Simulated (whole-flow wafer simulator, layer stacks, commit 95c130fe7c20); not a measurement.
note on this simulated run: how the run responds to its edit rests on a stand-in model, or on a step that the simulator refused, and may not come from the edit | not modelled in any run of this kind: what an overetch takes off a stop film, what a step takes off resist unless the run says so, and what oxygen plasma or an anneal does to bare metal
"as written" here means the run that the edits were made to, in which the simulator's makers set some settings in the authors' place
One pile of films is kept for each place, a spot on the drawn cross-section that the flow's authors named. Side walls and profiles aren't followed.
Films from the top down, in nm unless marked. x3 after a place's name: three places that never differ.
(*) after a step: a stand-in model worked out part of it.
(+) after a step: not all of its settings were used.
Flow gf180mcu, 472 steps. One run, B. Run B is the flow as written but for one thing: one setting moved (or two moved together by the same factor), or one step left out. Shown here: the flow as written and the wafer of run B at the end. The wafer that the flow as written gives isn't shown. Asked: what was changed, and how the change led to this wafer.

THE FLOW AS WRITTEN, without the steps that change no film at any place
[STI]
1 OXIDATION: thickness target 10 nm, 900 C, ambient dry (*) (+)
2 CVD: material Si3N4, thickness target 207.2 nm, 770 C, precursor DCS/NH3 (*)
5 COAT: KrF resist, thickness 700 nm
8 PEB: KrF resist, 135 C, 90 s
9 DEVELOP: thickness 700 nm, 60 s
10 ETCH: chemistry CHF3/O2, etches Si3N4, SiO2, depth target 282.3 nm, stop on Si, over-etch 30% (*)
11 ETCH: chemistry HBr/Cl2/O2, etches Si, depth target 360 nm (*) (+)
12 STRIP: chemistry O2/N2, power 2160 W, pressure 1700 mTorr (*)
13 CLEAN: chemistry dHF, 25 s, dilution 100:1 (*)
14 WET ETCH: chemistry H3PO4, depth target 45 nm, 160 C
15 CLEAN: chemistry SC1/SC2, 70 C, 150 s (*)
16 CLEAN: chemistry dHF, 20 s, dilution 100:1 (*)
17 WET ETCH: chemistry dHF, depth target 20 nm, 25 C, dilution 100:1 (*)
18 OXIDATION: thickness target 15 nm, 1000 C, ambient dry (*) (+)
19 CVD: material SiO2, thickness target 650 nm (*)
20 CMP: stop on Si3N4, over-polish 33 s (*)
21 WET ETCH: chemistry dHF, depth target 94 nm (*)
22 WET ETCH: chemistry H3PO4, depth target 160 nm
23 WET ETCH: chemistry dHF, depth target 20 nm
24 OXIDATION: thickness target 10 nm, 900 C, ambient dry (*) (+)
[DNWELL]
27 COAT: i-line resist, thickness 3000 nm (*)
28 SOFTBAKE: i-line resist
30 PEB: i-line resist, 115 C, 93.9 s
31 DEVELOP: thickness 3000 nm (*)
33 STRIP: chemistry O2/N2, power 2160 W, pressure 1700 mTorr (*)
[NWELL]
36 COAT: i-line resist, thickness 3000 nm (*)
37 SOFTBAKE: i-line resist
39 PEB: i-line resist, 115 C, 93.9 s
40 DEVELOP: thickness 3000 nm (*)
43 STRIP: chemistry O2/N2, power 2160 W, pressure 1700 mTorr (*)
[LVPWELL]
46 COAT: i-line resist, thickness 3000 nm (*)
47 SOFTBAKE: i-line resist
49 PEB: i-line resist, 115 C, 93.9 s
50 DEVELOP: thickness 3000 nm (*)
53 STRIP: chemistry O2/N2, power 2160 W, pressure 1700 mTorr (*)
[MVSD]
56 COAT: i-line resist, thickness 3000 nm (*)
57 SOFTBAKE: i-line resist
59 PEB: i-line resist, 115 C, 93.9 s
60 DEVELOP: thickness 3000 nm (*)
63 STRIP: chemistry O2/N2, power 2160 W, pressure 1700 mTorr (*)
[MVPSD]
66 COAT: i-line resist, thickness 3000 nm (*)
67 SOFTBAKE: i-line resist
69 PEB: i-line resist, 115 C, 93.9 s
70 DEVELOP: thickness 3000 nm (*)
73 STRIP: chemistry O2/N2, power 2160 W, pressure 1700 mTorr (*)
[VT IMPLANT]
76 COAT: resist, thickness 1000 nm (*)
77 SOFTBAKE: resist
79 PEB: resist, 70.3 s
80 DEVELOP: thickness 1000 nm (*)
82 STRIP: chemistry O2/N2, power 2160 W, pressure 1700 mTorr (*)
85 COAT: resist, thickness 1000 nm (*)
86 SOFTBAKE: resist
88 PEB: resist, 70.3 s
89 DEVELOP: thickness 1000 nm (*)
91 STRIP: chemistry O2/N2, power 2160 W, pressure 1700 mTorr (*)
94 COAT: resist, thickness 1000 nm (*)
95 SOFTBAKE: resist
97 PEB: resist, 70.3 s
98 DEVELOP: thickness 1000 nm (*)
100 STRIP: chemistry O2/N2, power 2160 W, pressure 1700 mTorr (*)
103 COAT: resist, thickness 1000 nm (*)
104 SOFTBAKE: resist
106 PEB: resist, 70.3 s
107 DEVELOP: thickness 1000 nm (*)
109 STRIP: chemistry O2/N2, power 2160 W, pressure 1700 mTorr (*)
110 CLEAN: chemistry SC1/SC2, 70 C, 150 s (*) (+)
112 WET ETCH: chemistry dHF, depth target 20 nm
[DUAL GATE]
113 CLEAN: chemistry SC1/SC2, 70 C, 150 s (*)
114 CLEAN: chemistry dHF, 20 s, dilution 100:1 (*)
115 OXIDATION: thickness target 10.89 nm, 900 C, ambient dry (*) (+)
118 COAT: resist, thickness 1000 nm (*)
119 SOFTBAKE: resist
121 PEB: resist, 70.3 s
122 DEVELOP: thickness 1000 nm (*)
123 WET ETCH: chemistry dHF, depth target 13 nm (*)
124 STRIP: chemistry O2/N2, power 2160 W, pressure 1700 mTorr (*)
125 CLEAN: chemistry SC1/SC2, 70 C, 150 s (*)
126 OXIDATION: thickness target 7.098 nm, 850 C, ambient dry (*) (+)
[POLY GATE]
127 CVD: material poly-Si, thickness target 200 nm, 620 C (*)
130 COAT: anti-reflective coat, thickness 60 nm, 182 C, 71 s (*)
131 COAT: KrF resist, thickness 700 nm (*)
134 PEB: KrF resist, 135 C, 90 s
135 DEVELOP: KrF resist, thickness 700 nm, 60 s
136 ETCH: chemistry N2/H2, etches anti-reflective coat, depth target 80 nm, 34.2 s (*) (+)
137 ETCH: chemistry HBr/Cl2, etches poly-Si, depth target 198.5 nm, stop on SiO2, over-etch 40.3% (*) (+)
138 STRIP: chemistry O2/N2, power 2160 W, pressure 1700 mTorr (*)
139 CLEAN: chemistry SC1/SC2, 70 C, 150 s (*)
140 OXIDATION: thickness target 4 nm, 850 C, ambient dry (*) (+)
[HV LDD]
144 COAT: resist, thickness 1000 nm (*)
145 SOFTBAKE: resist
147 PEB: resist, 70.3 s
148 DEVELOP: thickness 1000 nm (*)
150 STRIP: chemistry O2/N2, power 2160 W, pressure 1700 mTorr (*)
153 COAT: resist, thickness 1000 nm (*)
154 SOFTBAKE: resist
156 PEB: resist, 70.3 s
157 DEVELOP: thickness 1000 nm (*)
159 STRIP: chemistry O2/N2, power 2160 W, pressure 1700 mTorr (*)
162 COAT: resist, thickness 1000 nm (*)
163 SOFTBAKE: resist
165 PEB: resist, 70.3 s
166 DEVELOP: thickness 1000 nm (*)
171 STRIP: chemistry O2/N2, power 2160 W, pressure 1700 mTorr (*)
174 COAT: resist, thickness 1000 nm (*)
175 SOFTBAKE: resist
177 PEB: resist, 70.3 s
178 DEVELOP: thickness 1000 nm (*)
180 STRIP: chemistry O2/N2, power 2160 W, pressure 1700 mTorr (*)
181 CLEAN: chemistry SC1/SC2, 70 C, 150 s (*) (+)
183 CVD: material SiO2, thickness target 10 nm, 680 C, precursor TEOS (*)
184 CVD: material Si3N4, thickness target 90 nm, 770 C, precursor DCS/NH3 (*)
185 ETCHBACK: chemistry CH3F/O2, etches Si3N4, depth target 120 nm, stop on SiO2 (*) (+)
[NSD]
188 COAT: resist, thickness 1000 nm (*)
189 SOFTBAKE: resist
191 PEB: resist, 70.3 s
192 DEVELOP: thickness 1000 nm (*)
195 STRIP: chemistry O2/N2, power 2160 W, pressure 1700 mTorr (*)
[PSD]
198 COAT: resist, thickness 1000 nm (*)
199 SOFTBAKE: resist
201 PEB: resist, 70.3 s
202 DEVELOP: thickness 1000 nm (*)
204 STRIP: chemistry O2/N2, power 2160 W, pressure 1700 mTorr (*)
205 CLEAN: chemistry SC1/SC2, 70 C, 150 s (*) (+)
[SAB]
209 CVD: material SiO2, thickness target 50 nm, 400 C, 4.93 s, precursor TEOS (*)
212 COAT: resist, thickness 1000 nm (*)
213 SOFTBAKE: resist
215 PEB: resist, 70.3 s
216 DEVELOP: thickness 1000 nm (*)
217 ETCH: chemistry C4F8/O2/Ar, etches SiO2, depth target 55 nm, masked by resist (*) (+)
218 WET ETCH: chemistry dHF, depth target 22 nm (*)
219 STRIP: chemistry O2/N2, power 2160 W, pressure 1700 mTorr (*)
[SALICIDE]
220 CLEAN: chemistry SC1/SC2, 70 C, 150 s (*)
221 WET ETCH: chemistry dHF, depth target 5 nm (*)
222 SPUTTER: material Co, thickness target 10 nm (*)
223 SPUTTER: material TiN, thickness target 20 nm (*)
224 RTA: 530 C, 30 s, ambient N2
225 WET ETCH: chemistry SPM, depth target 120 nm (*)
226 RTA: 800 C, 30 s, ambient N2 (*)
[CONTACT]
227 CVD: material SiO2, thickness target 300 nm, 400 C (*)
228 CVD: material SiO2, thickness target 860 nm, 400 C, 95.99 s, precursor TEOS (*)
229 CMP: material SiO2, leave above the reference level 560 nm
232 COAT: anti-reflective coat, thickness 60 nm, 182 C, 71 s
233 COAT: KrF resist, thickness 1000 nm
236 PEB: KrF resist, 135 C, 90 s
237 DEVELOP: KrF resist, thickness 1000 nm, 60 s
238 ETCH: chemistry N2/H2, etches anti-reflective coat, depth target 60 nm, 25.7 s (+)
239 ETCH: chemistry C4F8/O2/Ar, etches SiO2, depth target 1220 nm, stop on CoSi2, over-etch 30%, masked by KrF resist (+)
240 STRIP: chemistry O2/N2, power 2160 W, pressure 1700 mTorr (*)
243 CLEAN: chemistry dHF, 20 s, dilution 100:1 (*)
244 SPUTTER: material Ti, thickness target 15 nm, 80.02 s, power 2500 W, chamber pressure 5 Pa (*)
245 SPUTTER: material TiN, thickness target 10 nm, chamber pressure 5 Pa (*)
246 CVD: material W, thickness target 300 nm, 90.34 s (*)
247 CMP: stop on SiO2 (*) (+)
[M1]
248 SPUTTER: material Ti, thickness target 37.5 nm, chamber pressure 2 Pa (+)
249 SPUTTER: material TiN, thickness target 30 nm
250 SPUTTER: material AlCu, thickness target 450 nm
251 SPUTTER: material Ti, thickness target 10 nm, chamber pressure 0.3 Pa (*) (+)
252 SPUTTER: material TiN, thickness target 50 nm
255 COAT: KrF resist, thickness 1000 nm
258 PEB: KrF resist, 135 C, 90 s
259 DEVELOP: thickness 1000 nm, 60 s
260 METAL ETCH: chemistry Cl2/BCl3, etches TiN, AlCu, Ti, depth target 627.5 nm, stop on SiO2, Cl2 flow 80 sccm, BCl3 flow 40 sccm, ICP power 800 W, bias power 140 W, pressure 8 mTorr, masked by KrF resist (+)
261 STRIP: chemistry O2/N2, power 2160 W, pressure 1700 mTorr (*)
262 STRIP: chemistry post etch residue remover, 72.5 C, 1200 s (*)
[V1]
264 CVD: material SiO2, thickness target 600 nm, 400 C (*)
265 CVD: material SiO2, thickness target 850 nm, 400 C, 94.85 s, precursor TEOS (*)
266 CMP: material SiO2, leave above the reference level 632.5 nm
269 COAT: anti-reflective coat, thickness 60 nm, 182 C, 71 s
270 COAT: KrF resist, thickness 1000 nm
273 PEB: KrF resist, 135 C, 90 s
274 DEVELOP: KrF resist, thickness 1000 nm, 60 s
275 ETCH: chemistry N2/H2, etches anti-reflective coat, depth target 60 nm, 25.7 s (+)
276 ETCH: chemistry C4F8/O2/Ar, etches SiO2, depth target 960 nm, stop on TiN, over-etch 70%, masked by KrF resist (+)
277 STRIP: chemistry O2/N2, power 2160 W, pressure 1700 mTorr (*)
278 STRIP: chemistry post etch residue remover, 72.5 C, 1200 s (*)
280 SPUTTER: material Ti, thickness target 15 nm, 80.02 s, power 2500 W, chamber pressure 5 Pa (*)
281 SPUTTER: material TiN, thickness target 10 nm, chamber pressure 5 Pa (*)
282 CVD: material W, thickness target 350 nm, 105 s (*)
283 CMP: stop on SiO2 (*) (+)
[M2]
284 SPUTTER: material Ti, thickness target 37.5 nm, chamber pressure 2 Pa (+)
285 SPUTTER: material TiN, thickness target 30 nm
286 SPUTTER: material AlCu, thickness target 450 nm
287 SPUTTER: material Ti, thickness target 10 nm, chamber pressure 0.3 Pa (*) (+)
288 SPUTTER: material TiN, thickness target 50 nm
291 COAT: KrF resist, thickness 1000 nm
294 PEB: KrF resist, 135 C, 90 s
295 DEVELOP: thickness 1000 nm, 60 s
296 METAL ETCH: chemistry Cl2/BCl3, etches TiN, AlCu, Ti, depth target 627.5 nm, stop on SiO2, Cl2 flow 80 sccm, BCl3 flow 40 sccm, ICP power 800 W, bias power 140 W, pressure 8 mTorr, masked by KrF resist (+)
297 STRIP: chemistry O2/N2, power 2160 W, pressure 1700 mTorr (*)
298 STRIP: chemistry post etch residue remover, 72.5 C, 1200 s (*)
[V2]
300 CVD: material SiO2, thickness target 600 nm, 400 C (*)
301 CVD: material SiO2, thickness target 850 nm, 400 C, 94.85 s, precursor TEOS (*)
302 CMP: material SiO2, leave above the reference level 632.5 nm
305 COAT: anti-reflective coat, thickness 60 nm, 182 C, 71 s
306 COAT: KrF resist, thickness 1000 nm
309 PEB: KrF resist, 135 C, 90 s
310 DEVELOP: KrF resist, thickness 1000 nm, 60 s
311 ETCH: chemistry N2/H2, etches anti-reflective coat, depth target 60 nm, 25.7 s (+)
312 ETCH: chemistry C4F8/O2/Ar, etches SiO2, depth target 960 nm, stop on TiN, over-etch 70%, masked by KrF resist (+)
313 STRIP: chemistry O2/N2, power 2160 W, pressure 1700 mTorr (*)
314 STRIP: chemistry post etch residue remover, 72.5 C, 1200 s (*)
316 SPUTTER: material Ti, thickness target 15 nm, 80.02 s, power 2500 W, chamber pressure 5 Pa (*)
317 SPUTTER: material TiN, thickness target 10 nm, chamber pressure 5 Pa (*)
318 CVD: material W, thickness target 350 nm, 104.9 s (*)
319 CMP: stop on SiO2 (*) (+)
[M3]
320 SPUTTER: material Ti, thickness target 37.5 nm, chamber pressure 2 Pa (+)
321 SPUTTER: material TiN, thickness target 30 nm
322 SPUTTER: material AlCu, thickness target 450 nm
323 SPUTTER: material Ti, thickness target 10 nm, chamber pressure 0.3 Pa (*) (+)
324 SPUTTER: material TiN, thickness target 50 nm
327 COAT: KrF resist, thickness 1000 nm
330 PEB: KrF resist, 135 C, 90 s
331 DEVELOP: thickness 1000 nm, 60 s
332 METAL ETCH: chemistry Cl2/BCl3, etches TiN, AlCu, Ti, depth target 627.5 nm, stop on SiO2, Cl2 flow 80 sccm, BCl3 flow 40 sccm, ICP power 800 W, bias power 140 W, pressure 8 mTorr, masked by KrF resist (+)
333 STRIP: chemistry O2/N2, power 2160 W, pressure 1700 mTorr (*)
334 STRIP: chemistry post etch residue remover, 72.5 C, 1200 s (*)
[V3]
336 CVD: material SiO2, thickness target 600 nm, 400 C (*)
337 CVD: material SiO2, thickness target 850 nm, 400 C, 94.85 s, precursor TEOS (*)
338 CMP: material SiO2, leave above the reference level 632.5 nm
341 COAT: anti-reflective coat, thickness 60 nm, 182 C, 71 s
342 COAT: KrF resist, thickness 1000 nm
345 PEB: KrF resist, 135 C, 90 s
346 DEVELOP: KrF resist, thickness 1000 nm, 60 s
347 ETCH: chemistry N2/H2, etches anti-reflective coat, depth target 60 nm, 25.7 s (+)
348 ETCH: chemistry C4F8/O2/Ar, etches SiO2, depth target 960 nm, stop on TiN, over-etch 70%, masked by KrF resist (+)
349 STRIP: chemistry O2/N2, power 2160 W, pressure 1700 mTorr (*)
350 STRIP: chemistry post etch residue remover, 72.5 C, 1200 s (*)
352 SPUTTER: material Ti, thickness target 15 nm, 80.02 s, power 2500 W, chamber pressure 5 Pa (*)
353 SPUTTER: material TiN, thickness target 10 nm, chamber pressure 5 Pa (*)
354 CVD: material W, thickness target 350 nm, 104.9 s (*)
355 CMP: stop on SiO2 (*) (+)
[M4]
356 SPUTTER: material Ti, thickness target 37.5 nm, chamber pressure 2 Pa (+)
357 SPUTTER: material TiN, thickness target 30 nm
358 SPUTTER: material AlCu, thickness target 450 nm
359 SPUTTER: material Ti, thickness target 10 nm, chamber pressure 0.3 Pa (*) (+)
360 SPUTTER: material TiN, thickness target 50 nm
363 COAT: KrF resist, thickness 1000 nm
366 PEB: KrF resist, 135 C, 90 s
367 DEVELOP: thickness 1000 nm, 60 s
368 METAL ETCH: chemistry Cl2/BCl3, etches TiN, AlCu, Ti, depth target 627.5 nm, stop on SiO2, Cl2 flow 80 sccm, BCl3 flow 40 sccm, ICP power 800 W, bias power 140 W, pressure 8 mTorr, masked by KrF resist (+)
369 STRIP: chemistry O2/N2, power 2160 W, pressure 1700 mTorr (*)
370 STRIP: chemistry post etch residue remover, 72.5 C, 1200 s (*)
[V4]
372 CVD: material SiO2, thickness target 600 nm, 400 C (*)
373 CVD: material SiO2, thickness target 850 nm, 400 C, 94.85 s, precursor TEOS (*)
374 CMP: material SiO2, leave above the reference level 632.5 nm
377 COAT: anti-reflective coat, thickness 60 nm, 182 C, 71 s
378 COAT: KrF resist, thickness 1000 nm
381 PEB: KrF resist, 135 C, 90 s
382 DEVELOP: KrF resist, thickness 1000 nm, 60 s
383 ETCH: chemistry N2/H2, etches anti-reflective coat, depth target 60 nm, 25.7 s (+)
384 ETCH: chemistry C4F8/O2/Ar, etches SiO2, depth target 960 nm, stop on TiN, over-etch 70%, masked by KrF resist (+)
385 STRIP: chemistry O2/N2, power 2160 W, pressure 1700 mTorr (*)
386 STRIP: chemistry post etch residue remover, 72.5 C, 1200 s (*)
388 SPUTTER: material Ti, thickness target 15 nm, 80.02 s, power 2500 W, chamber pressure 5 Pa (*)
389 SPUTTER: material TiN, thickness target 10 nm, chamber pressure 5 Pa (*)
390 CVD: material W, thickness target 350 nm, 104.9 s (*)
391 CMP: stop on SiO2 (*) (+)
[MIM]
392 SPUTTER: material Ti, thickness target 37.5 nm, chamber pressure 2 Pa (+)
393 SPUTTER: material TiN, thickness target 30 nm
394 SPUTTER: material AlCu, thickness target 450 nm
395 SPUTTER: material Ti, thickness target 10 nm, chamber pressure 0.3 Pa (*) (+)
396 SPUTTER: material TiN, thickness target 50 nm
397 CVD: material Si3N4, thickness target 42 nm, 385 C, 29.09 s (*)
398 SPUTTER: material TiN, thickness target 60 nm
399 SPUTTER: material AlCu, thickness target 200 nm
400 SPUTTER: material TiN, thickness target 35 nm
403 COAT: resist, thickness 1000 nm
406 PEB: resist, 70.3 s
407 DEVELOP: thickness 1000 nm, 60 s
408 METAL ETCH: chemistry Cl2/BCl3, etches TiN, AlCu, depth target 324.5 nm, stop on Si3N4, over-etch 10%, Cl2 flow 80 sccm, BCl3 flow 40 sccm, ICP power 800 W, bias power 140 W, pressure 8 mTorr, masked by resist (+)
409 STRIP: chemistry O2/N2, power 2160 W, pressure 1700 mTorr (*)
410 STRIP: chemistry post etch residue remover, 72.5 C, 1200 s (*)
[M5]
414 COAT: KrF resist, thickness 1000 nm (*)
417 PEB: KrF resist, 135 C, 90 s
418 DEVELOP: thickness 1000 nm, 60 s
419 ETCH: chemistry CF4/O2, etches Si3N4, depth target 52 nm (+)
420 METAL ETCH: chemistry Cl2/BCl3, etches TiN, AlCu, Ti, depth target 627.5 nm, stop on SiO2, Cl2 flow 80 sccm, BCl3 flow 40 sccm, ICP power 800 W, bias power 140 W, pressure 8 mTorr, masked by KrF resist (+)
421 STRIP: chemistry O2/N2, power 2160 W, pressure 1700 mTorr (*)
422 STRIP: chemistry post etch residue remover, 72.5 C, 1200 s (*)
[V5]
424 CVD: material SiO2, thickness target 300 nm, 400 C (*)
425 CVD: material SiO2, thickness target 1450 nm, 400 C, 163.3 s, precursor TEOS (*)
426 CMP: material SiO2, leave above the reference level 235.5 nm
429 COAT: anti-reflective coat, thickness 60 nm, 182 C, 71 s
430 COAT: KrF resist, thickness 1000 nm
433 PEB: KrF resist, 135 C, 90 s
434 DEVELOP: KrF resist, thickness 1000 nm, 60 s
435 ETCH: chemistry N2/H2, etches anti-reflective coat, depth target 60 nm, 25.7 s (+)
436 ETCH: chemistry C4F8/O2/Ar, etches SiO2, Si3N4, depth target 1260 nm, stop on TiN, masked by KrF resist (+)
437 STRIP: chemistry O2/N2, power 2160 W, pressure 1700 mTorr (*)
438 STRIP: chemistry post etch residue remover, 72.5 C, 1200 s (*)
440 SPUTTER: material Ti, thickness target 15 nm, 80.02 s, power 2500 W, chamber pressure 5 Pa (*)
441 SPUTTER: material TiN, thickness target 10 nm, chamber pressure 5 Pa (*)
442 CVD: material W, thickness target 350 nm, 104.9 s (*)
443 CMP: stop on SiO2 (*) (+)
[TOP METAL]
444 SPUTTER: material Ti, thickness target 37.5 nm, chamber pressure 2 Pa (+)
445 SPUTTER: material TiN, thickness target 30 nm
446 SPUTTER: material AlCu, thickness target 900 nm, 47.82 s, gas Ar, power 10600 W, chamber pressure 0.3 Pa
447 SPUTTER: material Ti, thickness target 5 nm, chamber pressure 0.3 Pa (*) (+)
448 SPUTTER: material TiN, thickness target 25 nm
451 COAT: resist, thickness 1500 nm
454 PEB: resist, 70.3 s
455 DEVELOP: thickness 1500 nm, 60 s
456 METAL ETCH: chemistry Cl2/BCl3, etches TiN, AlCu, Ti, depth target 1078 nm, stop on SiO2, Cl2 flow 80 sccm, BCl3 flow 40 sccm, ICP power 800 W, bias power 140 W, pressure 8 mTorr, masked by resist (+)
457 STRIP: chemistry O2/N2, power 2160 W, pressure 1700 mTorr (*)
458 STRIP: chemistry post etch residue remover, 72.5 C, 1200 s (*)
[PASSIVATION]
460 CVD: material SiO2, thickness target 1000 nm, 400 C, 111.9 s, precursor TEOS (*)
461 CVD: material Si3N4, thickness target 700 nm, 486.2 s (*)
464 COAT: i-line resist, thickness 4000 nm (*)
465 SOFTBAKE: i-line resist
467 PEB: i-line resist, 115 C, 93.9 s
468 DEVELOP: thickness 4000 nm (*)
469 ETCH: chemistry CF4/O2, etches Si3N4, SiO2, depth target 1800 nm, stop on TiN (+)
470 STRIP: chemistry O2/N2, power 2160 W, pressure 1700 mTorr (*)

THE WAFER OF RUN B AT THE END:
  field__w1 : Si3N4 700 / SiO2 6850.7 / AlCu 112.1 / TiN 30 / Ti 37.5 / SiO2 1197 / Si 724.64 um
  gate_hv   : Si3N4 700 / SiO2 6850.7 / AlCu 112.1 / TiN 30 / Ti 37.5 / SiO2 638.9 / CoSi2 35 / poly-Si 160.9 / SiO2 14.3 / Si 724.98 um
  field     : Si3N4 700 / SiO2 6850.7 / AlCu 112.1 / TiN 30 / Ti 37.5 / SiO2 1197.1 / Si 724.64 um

The cause: step 260, METAL ETCH: depth target 392.2 nm was run, where the flow has depth target 627.5 nm.

How the change led to this, step by step:
  260 METAL ETCH: chemistry Cl2/BCl3, etches TiN, AlCu, Ti, depth target 627.5 nm, stop on SiO2, Cl2 flow 80 sccm, BCl3 flow 40 sccm, ICP power 800 W, bias power 140 W, pressure 8 mTorr, masked by KrF resist (+)
      field, field__w1, field__w2 and 99 more: TiN -50 (all of it), Ti -10 (all of it), AlCu -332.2 (as written it would be: TiN -50 (all of it), Ti -10 (all of it), AlCu -450 (all of it), TiN -30 (all of it), Ti -37.5 (all of it))
      field__w8, contact, m1 and 6 more: KrF resist -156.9 (as written it would be: KrF resist -251)
  261 STRIP: chemistry O2/N2, power 2160 W, pressure 1700 mTorr (*)
      field__w8, contact, m1 and 6 more: KrF resist -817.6 (all of it) (as written it would be: KrF resist -723.5 (all of it))
  262 STRIP: chemistry post etch residue remover, 72.5 C, 1200 s (*)
      field, field__w1, field__w2 and 99 more: AlCu -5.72 (as written it would be: nothing)
  264 CVD: material SiO2, thickness target 600 nm, 400 C (*)
      field, field__w1, field__w2 and 99 more: SiO2 +600 (new film) (as written it would be: SiO2 +600)
  266 CMP: material SiO2, leave above the reference level 632.5 nm
      field, field__w1, field__w2 and 99 more: SiO2 -479.6 (as written it would be: SiO2 -300)
Counting metal films that touch as one body, field__w1 has 1 body; the flow as written gives 0 bodies.
Counting metal films that touch as one body, gate_hv has 2 bodies (between them, from the top down: SiO2 638.9); the flow as written gives 1 body.
Counting metal films that touch as one body, field has 1 body; the flow as written gives 0 bodies.
